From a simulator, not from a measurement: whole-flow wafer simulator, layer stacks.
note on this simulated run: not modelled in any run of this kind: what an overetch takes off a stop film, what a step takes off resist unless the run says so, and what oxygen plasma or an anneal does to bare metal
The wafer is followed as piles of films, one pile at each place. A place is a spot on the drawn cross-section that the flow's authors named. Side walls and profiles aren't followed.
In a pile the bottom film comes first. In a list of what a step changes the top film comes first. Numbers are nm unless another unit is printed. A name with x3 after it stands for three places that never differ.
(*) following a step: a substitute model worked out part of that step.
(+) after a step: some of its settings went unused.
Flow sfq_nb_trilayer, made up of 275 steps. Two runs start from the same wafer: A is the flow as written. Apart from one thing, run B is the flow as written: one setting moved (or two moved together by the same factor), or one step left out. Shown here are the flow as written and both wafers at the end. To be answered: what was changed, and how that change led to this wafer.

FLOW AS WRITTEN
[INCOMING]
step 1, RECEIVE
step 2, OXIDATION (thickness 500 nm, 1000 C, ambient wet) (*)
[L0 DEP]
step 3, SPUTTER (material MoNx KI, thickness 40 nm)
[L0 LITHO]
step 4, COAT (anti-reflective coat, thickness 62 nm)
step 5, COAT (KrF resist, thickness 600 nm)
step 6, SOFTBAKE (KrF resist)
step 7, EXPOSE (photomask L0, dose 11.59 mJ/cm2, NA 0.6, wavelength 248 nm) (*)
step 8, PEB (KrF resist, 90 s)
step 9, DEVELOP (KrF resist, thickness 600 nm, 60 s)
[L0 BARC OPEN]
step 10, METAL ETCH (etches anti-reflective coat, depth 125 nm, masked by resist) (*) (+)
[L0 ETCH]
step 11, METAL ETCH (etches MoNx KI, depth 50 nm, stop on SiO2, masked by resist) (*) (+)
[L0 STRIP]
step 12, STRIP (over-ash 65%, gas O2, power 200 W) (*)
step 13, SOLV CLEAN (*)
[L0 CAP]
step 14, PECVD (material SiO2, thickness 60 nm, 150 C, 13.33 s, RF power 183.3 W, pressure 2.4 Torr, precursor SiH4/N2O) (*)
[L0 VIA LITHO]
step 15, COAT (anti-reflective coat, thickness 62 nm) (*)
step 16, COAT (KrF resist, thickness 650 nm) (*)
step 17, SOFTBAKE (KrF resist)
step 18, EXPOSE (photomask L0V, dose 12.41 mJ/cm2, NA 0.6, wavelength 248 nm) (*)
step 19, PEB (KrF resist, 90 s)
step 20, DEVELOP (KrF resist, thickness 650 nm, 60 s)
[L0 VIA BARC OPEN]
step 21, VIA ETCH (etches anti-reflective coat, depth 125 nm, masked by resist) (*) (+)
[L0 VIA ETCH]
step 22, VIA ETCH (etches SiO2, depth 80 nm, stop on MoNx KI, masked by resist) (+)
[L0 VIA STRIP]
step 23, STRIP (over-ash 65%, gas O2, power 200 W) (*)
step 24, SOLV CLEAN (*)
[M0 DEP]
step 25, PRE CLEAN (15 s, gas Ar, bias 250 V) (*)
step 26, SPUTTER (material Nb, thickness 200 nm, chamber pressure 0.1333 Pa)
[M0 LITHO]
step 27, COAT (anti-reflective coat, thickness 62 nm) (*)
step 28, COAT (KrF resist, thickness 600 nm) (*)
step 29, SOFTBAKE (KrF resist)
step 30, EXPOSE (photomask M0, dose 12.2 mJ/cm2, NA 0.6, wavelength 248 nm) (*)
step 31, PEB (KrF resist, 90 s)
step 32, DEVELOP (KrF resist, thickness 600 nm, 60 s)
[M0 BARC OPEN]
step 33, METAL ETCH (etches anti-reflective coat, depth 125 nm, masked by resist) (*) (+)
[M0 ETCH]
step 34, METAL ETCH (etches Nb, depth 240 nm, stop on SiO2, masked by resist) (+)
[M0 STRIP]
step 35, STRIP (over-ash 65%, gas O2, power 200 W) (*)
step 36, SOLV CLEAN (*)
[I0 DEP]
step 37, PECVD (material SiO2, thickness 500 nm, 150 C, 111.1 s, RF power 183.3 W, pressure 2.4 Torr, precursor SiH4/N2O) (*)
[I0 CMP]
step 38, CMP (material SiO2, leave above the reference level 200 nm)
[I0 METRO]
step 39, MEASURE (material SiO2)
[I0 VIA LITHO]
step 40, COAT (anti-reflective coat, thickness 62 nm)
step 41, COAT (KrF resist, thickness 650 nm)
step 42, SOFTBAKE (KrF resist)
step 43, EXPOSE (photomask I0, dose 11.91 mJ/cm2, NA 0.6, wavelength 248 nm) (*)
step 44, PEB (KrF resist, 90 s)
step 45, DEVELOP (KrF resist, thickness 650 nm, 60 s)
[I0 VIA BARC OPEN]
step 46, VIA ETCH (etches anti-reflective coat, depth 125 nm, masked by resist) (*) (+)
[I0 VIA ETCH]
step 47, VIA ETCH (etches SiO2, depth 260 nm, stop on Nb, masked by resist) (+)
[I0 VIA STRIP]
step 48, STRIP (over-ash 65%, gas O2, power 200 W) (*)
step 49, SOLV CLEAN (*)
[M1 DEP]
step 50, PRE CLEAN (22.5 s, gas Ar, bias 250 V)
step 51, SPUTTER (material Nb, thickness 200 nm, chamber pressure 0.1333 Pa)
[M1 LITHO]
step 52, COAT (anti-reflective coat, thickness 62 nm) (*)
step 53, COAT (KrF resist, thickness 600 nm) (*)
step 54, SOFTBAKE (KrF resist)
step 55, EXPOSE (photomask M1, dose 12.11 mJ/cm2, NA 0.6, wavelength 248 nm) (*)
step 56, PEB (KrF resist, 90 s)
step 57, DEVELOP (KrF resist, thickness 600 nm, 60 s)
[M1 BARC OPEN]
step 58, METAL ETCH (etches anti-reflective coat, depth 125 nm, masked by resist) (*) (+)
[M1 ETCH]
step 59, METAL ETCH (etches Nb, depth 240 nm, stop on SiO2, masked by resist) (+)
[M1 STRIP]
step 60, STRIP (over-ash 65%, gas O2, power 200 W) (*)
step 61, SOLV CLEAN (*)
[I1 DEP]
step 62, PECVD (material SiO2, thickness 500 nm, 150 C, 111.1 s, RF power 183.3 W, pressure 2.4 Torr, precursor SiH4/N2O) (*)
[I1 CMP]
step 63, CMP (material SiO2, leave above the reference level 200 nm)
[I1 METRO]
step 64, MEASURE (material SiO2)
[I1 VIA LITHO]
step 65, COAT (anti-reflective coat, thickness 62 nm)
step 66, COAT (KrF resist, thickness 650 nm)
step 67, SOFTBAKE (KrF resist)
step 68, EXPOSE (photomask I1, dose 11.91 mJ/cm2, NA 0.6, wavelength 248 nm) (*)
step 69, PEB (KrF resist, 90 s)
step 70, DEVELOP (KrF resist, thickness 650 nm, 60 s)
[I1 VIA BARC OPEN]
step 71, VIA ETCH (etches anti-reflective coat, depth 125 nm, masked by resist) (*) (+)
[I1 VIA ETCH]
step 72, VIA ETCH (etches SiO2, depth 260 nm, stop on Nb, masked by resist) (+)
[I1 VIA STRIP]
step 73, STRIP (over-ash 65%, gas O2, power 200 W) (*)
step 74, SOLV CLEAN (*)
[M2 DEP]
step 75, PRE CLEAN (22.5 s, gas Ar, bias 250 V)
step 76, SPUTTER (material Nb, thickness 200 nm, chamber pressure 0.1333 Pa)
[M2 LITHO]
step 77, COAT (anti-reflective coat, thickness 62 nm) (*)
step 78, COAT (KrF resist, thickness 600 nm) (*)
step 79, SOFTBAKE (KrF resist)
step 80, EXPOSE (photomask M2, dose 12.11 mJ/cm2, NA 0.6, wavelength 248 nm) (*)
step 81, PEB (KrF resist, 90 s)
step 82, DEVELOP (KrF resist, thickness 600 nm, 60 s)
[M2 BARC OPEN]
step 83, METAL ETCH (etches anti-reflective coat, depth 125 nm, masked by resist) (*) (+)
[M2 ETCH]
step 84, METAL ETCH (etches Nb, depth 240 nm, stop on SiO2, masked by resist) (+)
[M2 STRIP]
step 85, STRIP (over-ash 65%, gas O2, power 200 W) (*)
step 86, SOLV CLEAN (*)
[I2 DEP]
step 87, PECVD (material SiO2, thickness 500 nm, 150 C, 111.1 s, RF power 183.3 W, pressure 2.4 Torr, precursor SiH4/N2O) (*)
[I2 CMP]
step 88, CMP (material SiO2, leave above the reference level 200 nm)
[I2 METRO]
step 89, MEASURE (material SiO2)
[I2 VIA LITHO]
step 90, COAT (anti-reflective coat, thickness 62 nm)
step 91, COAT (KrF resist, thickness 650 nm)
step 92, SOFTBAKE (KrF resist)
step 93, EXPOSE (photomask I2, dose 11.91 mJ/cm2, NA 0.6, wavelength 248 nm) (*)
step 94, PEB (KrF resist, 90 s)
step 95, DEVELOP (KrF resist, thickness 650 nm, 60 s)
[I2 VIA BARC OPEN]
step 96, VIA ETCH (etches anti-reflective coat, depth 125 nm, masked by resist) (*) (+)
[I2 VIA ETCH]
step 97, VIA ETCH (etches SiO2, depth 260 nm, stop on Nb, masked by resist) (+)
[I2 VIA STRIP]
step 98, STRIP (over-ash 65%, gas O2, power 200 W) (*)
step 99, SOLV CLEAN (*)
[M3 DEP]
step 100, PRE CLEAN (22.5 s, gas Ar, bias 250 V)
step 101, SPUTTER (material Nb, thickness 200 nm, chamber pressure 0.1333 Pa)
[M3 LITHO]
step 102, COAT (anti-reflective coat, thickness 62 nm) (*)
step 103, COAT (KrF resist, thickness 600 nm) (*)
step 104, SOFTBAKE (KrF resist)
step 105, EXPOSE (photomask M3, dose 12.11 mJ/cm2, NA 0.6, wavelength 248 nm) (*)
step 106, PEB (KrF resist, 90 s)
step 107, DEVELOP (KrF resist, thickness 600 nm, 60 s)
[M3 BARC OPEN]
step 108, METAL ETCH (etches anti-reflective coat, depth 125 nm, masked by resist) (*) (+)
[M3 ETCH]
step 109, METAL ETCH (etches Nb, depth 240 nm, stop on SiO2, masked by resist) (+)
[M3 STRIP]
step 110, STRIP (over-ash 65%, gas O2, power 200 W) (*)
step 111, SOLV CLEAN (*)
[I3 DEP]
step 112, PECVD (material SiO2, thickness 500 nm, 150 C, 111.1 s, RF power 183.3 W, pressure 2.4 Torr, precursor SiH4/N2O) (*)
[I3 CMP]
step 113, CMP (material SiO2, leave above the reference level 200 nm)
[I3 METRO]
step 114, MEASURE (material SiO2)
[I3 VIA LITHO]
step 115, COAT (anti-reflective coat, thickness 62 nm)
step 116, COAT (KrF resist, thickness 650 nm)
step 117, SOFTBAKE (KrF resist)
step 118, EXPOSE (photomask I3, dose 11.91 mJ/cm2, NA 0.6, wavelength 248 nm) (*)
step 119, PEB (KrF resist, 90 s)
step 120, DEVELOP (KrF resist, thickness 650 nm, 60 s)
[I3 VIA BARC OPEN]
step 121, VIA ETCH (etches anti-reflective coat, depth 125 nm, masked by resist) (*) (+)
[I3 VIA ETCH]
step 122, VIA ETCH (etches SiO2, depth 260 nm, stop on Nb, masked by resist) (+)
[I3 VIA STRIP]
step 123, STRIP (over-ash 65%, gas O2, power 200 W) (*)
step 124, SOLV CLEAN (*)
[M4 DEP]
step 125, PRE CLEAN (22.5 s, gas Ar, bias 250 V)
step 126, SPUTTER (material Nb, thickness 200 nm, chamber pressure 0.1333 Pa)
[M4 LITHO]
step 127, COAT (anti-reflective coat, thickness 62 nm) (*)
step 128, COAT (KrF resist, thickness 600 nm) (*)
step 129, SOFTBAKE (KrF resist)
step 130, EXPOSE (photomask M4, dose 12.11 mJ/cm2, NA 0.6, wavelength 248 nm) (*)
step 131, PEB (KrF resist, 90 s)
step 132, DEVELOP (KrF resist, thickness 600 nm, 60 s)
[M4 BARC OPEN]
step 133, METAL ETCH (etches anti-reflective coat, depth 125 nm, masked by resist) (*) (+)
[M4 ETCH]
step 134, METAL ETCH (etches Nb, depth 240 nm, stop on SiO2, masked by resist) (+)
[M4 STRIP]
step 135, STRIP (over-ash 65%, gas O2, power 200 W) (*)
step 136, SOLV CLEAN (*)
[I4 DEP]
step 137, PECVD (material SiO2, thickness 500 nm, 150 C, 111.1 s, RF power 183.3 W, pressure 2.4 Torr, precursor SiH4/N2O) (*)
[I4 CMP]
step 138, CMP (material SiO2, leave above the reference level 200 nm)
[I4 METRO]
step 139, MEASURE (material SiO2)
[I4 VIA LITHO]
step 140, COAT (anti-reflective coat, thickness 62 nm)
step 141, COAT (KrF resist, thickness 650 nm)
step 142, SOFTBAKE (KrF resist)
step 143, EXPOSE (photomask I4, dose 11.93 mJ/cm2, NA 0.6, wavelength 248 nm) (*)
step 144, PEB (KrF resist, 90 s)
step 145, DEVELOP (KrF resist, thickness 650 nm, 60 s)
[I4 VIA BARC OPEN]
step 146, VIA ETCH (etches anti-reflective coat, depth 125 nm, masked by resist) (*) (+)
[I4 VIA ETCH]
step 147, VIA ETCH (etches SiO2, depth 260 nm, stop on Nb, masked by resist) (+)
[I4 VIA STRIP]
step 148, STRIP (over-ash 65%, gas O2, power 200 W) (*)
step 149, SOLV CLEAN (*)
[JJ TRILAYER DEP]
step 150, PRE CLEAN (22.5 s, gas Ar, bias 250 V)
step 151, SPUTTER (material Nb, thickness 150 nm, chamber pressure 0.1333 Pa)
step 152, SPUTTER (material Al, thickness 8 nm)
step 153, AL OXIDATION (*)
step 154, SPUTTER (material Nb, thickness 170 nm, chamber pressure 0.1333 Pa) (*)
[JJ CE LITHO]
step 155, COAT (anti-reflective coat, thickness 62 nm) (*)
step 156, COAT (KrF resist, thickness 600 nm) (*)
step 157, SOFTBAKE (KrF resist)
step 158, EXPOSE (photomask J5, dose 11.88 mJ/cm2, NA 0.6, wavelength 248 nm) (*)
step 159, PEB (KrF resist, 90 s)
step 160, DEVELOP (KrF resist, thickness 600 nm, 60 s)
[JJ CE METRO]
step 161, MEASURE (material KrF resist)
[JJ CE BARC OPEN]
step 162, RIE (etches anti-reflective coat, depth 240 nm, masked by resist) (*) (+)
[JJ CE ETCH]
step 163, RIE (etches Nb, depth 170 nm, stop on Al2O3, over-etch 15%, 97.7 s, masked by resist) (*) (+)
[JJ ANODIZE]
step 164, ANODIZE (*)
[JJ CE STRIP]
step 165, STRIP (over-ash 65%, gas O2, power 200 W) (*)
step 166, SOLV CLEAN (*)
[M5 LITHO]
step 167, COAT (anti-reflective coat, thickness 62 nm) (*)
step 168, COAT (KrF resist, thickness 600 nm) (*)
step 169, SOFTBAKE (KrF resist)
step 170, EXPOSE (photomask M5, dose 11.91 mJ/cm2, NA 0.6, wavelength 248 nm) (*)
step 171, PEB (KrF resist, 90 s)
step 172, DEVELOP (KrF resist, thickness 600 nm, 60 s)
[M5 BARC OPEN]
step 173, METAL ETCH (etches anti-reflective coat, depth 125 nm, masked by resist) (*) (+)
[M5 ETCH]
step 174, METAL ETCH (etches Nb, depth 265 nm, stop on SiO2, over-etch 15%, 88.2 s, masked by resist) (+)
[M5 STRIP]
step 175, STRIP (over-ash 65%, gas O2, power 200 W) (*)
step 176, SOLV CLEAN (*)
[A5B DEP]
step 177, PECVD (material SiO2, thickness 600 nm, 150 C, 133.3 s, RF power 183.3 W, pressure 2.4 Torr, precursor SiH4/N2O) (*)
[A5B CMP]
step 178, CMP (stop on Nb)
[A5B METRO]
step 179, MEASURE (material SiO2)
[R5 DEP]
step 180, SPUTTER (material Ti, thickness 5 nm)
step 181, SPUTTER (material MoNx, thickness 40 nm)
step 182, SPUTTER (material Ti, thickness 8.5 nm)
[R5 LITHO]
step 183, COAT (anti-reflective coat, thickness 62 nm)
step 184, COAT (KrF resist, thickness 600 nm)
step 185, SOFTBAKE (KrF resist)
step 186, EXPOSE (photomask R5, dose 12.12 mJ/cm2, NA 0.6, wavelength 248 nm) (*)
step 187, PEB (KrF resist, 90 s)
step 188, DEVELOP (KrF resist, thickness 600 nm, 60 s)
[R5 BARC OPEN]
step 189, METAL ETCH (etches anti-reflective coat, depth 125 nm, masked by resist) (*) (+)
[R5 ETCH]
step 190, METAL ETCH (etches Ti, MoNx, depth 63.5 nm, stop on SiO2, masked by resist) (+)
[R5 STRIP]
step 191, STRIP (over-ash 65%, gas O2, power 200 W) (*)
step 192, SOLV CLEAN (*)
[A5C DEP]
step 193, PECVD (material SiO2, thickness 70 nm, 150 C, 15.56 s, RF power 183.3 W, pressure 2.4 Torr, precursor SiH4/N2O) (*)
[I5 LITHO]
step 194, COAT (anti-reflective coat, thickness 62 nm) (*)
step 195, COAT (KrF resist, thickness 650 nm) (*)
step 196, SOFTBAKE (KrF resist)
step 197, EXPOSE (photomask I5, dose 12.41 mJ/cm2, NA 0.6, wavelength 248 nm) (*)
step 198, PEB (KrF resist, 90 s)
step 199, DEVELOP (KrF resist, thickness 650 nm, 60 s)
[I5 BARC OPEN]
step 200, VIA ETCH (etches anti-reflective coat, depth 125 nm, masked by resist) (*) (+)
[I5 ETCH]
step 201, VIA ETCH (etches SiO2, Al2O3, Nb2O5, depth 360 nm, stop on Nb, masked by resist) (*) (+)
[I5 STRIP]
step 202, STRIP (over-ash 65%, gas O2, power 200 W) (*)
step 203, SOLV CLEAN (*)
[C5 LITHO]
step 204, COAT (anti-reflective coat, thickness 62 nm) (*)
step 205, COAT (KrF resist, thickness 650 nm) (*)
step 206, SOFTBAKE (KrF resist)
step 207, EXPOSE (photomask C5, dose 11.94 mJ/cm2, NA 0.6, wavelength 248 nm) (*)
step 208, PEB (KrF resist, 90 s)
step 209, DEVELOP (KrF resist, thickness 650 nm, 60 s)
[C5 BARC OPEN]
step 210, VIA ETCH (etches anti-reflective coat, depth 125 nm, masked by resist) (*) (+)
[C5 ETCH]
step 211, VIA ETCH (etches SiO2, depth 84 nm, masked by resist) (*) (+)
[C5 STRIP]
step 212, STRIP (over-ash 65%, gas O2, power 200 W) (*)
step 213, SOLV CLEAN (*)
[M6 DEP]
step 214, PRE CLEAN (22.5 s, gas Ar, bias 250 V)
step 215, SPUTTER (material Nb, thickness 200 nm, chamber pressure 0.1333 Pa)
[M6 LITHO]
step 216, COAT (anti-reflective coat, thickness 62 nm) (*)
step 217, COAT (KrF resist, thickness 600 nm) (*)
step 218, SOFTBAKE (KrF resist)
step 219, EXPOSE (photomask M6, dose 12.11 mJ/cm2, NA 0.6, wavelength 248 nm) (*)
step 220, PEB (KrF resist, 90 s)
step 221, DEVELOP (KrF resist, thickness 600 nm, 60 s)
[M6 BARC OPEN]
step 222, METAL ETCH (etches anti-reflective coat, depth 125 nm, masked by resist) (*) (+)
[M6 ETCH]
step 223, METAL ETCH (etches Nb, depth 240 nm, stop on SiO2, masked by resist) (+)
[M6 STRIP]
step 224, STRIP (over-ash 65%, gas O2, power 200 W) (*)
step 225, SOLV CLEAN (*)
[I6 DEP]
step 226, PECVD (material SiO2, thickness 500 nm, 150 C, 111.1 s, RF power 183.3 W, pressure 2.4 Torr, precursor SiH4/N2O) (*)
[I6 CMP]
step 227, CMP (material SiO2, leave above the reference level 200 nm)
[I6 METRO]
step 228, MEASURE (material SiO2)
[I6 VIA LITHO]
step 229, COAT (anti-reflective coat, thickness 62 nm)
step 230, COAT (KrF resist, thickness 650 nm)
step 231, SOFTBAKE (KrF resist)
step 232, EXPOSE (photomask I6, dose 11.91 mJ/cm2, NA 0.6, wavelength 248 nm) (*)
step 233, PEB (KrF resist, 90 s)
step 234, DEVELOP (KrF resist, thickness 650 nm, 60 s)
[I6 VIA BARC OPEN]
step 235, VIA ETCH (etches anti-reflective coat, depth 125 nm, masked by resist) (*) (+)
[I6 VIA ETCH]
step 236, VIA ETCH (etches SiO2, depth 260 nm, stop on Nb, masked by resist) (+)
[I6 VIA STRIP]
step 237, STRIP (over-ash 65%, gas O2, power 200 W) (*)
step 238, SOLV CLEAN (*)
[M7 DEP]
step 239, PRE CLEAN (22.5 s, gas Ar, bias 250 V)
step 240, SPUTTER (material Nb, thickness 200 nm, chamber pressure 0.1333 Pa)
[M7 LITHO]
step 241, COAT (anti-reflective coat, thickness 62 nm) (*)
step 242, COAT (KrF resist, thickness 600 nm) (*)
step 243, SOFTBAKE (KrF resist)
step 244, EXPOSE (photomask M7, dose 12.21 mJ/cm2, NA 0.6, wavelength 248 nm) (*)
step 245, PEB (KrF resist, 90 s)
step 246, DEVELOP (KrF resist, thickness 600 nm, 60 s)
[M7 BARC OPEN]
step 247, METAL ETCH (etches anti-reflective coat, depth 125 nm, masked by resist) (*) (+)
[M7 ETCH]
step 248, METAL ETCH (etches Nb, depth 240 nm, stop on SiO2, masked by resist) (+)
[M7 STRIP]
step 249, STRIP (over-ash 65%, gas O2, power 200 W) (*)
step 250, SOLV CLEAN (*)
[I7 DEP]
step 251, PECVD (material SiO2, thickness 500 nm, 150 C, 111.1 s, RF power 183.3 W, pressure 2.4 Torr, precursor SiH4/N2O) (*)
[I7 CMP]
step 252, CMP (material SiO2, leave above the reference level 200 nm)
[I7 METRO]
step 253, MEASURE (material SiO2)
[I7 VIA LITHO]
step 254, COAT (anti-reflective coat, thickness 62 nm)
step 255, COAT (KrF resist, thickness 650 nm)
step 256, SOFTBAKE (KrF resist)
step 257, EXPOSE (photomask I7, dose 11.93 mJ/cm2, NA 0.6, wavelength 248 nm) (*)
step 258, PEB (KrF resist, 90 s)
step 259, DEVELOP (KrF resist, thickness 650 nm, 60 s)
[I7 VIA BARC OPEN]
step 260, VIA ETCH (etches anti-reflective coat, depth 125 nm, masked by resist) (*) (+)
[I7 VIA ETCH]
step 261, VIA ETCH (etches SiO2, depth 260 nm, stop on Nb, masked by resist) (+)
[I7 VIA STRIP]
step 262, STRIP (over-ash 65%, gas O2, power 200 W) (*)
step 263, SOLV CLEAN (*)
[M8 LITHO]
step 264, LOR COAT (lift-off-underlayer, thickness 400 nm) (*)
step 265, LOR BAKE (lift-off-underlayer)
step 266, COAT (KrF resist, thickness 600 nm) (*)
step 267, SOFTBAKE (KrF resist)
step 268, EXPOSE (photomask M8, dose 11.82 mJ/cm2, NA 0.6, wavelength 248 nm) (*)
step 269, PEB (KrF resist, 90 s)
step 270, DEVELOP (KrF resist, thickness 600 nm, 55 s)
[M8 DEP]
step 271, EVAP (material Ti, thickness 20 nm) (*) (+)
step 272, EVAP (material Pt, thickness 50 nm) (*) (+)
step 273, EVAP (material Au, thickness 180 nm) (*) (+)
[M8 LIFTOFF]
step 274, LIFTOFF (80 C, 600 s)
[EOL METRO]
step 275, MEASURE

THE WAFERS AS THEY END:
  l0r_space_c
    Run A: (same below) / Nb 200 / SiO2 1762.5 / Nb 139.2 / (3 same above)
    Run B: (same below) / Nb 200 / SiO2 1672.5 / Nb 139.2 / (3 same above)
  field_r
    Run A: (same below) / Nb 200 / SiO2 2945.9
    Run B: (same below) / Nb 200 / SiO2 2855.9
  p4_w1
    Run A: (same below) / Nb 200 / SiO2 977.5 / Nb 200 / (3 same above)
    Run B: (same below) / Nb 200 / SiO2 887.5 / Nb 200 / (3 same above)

Cause: step 63, CMP: leave above the reference level 110 nm was run, while the flow as written has leave above the reference level 200 nm.

The path from the change to this, step by step:
  step 63, CMP (material SiO2, leave above the reference level 200 nm)
      field_l, be, be_sur and 72 more: A SiO2 loses 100 | B SiO2 loses 190
      v_sur, via_wl, via_wr and 20 more: A SiO2 loses 300 | B SiO2 loses 390
      (as well as at 8 more places)
  step 72, VIA ETCH (etches SiO2, depth 260 nm, stop on Nb, masked by resist) (+)
      field_l, v_sur, via_wl and 102 more: A KrF resist loses 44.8 | B KrF resist loses 28.4
      via_v: A SiO2 loses 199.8 (all of it) | B SiO2 loses 109.8 (all of it)
  step 73, STRIP (over-ash 65%, gas O2, power 200 W) (*)
      field_l, v_sur, via_wl and 102 more: A KrF resist loses 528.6 (all of it), anti-reflective coat loses 62 (all of it) | B KrF resist loses 545 (all of it), anti-reflective coat loses 62 (all of it)
  step 76, SPUTTER (material Nb, thickness 200 nm, chamber pressure 0.1333 Pa)
      via_v: A Nb gains 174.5 | B Nb gains 192.5
  step 77, COAT (anti-reflective coat, thickness 62 nm) (*)
      via_sp: A anti-reflective coat gains 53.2 (new film) | B anti-reflective coat gains 51.9 (new film)
      via_v: A anti-reflective coat gains 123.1 (new film) | B anti-reflective coat gains 107.1 (new film)
      (as well as at 1 more place)
  step 78, COAT (KrF resist, thickness 600 nm) (*)
      via_v: A KrF resist gains 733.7 (new film) | B KrF resist gains 655.6 (new film)
  step 85, STRIP (over-ash 65%, gas O2, power 200 W) (*)
      via_sp: A KrF resist loses 374.4 (all of it), anti-reflective coat loses 53.2 (all of it) | B KrF resist loses 382.6 (all of it), anti-reflective coat loses 51.9 (all of it)
      via_v: A KrF resist loses 515.8 (all of it), anti-reflective coat loses 123.1 (all of it) | B KrF resist loses 437.9 (all of it), anti-reflective coat loses 107.1 (all of it)
      (as well as at 1 more place)
  step 87, PECVD (material SiO2, thickness 500 nm, 150 C, 111.1 s, RF power 183.3 W, pressure 2.4 Torr, precursor SiH4/N2O) (*)
      via_v: A SiO2 gains 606 (new film) | B SiO2 gains 500 (new film)
